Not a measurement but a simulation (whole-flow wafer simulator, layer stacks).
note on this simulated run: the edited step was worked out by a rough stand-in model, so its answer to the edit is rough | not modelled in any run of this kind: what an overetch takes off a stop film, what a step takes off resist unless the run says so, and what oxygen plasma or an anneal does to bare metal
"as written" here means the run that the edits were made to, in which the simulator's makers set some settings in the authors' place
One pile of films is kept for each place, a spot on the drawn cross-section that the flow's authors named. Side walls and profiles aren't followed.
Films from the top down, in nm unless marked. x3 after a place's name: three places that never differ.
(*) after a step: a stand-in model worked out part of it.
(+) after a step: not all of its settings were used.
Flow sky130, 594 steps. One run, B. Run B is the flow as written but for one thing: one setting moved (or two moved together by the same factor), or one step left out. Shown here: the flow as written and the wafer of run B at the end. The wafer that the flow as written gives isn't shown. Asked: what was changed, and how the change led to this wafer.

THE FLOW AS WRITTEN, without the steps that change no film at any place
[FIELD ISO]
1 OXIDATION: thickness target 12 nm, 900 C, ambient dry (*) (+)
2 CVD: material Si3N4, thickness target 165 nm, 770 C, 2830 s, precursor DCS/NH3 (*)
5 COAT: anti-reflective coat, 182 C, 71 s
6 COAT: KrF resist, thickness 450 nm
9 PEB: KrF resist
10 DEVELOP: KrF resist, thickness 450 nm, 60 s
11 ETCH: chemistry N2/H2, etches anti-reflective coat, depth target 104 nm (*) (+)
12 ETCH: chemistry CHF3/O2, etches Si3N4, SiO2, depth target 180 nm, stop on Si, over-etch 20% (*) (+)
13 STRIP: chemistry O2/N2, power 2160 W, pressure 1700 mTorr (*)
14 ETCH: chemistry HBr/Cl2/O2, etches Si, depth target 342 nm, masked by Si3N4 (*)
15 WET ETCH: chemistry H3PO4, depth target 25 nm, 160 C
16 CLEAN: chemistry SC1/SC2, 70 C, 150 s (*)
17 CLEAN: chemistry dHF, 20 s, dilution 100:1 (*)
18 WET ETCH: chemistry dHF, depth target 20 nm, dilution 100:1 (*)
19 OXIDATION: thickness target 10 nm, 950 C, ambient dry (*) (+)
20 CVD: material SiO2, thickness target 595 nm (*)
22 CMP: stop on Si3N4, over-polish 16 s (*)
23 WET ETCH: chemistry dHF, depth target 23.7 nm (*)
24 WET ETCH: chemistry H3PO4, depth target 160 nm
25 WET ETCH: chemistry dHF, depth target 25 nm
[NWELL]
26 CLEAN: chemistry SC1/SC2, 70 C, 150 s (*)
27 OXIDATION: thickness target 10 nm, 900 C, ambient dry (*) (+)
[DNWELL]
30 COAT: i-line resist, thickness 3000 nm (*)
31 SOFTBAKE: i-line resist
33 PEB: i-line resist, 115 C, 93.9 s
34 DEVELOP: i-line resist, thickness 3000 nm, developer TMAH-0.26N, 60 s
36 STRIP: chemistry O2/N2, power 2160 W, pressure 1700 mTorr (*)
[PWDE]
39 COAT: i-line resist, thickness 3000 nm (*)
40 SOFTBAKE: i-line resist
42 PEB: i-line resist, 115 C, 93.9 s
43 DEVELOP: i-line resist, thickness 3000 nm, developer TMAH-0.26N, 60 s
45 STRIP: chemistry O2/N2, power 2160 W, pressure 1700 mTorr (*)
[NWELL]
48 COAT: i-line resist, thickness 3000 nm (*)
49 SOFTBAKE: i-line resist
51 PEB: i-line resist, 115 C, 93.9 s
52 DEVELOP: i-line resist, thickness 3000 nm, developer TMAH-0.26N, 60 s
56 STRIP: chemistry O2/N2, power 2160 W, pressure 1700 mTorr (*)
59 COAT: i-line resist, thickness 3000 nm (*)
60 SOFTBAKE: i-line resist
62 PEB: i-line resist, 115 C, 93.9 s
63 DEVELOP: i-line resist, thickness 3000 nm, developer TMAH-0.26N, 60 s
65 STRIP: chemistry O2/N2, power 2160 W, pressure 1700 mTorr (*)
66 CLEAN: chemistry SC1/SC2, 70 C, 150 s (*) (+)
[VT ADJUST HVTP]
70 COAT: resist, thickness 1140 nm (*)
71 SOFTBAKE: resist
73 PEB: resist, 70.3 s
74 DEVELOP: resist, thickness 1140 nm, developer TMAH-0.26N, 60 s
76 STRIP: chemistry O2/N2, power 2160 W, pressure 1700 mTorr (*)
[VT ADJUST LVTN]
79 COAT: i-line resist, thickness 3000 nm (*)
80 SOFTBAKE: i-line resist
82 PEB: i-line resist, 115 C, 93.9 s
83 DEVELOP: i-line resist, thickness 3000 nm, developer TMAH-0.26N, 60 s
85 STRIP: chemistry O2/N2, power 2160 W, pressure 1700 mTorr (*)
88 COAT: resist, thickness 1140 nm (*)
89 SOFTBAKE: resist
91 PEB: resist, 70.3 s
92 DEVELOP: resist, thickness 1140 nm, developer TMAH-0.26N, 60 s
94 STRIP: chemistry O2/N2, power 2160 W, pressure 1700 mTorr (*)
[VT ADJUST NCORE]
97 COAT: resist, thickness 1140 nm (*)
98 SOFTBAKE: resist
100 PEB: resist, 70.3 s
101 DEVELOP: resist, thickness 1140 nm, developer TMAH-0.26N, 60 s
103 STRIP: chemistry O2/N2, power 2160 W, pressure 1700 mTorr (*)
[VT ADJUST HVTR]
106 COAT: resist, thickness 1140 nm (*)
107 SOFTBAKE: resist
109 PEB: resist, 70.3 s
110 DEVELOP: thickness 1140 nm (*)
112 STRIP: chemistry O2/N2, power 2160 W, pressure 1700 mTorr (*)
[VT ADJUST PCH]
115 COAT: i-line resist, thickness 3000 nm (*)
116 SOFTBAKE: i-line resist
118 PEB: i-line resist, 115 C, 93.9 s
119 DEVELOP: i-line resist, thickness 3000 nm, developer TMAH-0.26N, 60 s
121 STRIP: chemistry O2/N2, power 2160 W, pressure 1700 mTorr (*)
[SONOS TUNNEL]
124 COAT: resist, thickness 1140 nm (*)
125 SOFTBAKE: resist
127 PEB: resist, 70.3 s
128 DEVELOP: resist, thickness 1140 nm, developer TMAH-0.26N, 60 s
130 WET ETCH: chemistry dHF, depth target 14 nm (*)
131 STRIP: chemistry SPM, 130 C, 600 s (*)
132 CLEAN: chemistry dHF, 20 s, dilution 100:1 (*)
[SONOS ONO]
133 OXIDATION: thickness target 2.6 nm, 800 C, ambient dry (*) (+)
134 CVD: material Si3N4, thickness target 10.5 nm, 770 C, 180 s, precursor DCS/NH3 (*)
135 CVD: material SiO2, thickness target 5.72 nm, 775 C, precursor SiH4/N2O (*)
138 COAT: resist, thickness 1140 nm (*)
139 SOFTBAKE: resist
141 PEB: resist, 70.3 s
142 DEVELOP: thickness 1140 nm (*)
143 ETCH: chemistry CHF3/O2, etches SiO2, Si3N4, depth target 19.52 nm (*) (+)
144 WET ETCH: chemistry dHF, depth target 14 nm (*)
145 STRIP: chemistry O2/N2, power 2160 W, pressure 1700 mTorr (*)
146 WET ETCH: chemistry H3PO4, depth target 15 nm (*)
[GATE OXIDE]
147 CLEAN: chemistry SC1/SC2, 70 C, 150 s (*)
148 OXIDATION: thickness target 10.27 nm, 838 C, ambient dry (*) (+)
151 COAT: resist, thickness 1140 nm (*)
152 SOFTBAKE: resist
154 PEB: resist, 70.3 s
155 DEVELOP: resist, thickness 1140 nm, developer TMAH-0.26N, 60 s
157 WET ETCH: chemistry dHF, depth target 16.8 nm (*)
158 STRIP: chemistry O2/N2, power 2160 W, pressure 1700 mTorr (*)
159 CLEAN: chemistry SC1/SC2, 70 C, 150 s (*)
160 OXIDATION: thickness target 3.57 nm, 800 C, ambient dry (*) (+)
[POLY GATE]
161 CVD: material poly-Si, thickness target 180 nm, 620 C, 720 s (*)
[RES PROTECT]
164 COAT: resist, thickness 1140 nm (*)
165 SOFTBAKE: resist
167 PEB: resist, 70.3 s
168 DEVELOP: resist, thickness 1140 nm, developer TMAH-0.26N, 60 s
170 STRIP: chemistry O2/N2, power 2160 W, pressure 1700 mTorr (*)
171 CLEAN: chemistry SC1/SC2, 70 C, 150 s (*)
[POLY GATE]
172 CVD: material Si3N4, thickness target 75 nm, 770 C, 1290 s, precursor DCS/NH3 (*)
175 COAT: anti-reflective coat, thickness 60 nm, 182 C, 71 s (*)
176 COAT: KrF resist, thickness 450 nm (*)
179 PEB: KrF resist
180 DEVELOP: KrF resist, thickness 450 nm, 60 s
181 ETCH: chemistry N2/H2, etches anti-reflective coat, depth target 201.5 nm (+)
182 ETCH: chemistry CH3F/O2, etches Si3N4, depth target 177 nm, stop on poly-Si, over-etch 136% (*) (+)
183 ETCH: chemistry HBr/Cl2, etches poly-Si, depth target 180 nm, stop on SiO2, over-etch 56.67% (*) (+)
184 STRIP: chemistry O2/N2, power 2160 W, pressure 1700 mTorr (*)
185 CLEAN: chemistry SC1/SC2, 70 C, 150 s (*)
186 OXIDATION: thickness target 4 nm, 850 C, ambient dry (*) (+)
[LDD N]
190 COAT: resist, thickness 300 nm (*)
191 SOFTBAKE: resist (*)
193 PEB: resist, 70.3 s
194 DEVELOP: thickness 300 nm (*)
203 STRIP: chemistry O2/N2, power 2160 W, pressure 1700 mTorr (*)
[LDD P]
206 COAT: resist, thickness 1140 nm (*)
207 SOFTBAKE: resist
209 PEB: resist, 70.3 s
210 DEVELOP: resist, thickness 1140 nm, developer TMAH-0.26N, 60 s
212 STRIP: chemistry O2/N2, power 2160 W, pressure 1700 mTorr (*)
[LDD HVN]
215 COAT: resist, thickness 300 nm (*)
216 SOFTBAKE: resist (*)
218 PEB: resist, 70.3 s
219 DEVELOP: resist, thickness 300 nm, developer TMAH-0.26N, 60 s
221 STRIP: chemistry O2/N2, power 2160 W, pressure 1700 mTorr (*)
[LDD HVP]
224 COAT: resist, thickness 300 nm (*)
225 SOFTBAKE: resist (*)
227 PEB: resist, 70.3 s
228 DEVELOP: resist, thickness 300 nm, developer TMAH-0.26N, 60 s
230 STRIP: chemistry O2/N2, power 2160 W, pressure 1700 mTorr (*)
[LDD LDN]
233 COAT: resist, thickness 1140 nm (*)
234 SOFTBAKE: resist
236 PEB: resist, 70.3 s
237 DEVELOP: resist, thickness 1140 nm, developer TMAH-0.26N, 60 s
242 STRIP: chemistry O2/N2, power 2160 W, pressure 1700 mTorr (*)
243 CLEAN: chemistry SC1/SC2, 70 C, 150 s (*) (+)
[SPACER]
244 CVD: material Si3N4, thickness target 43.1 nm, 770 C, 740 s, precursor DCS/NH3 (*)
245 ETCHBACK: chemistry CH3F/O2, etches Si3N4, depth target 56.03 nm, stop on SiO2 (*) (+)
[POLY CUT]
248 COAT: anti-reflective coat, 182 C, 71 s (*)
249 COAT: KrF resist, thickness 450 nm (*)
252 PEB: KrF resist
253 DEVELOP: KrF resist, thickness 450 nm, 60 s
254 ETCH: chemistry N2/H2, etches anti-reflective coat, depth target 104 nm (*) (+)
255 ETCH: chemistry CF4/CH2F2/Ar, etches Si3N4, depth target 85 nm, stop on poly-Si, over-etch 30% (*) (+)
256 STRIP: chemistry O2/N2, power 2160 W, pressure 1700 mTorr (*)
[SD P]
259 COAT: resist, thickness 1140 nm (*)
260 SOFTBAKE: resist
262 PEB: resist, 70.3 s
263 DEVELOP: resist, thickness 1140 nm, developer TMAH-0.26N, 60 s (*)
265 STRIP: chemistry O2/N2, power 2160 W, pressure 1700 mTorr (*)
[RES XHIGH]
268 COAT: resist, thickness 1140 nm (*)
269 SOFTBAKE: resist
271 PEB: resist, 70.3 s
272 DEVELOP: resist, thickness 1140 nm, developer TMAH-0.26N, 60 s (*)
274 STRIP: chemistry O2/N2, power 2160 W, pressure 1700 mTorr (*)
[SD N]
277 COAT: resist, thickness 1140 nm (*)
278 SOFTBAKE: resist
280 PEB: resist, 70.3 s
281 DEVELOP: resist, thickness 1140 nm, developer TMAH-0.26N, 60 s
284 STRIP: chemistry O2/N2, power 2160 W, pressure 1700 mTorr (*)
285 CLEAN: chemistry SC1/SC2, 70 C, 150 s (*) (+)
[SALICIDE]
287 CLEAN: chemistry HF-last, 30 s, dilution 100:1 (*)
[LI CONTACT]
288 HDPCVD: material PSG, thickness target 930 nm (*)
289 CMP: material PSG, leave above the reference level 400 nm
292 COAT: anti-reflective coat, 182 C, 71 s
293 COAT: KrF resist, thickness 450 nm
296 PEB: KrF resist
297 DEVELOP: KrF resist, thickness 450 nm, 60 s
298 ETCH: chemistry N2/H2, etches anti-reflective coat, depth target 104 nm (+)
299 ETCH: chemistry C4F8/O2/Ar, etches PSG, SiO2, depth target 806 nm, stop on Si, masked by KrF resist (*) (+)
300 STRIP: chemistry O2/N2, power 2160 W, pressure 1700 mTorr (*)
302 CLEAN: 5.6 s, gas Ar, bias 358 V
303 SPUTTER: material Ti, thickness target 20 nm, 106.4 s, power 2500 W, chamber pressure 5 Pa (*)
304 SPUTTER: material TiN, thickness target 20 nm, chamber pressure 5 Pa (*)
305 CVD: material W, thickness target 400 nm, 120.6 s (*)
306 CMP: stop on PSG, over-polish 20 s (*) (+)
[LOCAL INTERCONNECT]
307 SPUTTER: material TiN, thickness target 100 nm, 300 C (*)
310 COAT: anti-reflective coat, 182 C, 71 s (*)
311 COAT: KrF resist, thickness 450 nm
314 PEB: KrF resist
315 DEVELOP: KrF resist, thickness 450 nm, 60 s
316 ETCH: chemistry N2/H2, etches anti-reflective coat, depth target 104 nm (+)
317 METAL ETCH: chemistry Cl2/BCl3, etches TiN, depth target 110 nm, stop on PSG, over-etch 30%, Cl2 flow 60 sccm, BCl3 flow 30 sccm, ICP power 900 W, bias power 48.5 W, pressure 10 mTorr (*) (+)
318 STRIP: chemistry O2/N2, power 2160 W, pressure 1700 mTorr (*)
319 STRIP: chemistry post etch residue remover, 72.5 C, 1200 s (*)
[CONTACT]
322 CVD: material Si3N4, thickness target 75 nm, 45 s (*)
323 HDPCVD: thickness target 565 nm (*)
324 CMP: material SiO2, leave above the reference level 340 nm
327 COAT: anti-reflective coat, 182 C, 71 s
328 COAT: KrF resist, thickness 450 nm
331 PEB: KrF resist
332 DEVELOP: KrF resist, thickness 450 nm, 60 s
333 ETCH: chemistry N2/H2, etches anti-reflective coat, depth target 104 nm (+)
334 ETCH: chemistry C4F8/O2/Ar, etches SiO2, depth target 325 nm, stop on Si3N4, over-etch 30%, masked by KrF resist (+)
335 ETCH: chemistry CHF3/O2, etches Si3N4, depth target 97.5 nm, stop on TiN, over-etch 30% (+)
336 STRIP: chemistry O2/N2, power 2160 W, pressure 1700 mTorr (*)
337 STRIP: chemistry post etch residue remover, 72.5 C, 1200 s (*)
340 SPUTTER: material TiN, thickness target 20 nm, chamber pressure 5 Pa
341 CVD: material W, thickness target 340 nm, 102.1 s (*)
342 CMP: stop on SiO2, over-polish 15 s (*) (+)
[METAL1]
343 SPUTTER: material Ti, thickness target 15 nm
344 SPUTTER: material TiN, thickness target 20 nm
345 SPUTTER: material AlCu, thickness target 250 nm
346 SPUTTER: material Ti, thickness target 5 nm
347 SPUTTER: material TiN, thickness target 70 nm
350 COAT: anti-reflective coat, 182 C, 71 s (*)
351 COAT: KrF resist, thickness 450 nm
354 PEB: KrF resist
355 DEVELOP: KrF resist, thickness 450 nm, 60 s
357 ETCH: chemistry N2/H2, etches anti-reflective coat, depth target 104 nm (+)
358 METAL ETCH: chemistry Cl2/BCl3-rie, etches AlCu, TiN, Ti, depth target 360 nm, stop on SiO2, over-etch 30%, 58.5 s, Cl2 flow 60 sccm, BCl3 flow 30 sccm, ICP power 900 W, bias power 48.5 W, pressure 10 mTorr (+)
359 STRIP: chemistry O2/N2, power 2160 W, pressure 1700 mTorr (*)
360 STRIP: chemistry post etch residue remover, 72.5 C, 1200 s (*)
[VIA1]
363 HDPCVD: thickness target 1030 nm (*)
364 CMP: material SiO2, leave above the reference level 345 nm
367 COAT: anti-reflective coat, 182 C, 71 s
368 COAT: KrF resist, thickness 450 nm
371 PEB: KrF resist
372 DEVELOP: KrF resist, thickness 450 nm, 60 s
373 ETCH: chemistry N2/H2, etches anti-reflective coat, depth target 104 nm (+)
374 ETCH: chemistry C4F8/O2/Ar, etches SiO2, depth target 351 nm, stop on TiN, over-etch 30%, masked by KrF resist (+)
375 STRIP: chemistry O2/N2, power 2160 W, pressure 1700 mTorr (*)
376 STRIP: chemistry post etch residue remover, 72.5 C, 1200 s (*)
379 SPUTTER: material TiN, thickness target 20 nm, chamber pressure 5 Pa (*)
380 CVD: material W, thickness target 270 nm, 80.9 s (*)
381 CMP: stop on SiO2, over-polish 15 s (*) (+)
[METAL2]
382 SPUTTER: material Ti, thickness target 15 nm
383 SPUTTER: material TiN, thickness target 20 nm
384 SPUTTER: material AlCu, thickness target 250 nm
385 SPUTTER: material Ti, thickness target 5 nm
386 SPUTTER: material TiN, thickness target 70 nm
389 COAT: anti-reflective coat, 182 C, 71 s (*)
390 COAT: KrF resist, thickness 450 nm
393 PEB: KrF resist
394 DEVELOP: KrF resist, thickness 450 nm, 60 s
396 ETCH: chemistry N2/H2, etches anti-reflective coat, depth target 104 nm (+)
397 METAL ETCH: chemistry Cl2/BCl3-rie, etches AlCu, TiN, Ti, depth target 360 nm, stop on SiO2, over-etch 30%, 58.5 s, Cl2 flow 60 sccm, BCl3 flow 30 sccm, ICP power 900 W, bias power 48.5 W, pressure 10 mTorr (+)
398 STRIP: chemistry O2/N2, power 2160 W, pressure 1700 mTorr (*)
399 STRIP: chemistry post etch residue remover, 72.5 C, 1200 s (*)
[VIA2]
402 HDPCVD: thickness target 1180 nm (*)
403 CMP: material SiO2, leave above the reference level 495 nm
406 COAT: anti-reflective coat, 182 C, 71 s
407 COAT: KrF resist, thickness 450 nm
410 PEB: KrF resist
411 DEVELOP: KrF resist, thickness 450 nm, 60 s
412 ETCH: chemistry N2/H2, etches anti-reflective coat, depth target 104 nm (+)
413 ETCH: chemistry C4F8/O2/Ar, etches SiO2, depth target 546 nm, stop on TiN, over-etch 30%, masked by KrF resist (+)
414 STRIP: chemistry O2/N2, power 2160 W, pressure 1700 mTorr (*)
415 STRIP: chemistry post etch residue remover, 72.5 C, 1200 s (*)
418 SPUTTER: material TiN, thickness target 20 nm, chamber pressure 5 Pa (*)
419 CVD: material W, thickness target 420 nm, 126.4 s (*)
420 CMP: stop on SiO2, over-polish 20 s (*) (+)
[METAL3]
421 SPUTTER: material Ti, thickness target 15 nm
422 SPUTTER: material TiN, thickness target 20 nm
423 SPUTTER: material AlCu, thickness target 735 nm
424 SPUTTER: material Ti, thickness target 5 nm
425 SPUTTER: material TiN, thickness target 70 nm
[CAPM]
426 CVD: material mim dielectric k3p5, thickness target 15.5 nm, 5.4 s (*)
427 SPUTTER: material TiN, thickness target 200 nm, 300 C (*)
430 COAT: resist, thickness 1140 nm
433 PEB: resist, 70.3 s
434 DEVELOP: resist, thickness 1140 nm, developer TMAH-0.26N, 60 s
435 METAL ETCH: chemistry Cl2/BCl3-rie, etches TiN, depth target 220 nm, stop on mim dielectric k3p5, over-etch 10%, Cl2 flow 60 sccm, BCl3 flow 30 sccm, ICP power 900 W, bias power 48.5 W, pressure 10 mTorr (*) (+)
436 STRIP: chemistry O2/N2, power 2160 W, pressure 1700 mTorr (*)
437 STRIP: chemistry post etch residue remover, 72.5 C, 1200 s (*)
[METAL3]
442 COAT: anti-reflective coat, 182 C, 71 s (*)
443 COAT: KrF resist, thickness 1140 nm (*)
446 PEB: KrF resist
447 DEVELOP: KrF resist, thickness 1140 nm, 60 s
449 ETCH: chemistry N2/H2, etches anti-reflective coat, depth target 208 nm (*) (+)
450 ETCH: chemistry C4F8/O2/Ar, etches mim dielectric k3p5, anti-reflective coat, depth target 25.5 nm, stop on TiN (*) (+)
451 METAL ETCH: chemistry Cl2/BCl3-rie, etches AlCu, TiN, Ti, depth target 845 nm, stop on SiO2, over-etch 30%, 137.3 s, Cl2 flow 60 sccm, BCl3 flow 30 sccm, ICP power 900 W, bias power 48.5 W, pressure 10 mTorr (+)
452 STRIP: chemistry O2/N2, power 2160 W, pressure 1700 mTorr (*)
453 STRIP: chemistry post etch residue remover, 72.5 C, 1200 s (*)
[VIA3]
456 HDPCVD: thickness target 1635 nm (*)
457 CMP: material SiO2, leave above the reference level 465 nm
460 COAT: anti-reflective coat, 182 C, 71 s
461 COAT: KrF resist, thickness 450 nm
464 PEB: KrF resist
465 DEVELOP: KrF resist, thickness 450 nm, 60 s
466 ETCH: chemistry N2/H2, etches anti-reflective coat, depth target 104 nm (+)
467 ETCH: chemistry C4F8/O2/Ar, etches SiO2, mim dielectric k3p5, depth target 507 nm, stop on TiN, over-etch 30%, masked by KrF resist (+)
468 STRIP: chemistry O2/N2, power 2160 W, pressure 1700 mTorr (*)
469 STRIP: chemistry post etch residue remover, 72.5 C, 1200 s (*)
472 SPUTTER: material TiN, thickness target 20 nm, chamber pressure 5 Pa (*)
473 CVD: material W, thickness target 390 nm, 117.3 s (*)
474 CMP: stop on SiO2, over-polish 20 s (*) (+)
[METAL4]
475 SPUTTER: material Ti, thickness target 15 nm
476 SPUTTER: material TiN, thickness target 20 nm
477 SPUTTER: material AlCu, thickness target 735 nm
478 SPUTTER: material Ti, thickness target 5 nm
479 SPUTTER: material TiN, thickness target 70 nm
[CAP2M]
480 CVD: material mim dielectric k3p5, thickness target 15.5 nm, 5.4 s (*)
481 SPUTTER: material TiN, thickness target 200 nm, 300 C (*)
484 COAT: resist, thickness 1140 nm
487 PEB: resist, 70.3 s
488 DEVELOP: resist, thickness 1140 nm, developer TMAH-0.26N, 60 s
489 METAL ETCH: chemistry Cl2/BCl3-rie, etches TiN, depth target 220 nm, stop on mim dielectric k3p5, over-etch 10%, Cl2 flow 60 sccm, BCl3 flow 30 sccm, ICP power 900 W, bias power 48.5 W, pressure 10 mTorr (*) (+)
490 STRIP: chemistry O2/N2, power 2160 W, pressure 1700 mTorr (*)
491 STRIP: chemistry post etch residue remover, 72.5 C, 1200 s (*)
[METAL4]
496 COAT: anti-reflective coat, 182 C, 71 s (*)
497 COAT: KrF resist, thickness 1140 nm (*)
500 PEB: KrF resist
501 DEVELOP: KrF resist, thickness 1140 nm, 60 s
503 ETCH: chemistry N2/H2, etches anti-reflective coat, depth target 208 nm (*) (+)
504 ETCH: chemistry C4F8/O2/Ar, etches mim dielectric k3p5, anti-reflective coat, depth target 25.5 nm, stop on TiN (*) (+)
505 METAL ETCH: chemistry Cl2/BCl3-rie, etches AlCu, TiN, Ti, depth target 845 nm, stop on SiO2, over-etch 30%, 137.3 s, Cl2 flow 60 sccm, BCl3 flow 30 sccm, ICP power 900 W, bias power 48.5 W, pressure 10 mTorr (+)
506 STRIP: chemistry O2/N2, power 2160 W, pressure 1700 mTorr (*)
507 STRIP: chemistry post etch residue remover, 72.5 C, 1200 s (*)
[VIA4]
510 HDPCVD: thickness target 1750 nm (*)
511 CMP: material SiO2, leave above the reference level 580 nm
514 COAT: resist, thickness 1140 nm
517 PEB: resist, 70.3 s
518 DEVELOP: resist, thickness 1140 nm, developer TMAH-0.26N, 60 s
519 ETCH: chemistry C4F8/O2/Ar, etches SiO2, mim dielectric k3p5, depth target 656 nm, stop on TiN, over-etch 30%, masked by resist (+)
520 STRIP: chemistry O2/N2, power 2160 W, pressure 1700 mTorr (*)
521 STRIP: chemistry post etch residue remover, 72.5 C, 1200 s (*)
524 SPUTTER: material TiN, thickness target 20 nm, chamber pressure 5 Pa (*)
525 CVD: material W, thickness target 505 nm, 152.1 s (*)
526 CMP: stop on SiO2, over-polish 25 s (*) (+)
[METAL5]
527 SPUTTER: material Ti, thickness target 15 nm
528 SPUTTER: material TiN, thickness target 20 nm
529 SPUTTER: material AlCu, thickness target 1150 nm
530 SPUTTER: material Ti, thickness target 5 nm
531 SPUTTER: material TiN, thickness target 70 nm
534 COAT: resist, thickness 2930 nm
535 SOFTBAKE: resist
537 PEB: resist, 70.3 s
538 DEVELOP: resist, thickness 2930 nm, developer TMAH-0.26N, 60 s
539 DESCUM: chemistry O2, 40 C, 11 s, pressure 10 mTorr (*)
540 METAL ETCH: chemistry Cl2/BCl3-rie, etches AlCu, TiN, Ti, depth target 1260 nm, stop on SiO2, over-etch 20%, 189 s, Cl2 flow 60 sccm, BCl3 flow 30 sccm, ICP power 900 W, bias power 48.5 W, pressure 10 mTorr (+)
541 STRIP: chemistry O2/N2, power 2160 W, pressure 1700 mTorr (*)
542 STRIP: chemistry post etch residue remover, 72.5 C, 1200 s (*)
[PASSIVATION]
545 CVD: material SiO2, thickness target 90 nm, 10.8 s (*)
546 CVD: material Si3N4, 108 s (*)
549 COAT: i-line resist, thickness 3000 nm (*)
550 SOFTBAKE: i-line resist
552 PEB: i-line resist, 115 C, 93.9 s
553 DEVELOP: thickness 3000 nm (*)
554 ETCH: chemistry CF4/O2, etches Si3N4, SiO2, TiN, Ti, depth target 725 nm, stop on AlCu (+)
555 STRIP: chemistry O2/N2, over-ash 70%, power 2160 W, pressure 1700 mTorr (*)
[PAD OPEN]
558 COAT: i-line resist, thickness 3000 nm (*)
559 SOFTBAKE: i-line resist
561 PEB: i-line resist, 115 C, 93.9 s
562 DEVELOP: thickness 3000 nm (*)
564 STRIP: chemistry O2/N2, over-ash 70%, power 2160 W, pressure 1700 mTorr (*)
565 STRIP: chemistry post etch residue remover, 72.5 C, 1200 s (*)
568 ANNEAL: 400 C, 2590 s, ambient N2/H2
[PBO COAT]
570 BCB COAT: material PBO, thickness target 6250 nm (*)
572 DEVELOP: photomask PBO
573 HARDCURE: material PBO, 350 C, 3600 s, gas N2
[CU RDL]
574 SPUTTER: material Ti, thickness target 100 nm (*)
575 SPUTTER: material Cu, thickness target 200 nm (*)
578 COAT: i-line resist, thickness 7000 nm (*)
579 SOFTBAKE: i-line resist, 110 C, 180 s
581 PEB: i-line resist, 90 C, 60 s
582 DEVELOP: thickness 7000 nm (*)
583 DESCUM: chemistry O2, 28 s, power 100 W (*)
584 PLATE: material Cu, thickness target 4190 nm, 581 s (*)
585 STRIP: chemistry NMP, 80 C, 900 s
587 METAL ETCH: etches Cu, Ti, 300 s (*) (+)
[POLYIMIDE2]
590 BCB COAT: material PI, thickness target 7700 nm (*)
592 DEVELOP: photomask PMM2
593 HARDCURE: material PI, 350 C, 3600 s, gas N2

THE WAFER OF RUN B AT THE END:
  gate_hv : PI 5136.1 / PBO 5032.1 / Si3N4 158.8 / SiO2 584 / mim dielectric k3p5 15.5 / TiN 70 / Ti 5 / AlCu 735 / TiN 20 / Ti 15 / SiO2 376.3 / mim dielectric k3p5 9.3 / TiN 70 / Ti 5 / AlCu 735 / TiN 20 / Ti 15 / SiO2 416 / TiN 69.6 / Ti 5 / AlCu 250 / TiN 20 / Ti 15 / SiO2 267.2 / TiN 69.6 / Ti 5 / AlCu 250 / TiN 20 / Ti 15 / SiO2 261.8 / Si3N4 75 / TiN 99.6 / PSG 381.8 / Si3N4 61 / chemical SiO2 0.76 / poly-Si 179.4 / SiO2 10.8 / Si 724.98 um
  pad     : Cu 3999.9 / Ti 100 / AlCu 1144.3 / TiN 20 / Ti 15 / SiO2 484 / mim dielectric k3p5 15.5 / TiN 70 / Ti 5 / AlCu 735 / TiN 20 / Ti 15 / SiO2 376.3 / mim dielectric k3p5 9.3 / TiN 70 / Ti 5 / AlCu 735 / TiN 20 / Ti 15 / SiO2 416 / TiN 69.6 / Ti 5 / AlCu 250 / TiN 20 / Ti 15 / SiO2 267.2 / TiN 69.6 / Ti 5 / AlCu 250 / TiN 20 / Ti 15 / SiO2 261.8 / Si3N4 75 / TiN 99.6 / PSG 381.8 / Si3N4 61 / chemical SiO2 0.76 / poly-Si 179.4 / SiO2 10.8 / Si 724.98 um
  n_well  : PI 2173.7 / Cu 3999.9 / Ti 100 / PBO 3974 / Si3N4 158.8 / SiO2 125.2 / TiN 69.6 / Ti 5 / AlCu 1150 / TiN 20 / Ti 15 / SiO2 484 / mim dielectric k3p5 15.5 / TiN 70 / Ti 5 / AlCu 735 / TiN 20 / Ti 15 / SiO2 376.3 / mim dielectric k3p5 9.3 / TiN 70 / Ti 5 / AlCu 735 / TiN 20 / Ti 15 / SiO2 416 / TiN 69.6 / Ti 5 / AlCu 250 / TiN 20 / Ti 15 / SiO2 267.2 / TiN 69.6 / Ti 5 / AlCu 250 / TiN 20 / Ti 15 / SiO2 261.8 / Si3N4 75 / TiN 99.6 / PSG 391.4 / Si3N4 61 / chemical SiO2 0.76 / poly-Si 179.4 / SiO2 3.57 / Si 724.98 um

The cause: step 426, CVD: thickness target 9.3 nm was run, where the flow has thickness target 15.5 nm; step 426, CVD: 3.24 s was run, where the flow has 5.4 s.
It can be read off the wafer: gate_hv has mim dielectric k3p5 9.3, and step 426 as written asks for 15.5 nm.

How the change led to this, step by step:
  426 CVD: material mim dielectric k3p5, thickness target 15.5 nm, 5.4 s (*)
      field, active, n_well and 188 more: mim dielectric k3p5 +9.3 (new film) (as written it would be: mim dielectric k3p5 +15.5 (new film))
  450 ETCH: chemistry C4F8/O2/Ar, etches mim dielectric k3p5, anti-reflective coat, depth target 25.5 nm, stop on TiN (*) (+)
      n_well, p_well, gate_hv and 104 more: KrF resist -9.3 (as written it would be: KrF resist -15.5)
      field, active, gate and 82 more: mim dielectric k3p5 -9.3 (all of it) (as written it would be: mim dielectric k3p5 -15.5 (all of it))
  467 ETCH: chemistry C4F8/O2/Ar, etches SiO2, mim dielectric k3p5, depth target 507 nm, stop on TiN, over-etch 30%, masked by KrF resist (+)
      m1: SiO2 -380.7 (all of it), mim dielectric k3p5 -9.3 (all of it) (as written it would be: SiO2 -374.5 (all of it), mim dielectric k3p5 -15.5 (all of it))
      via3_hole: SiO2 -380.1 (all of it), mim dielectric k3p5 -9.3 (all of it) (as written it would be: SiO2 -373.9 (all of it), mim dielectric k3p5 -15.5 (all of it))
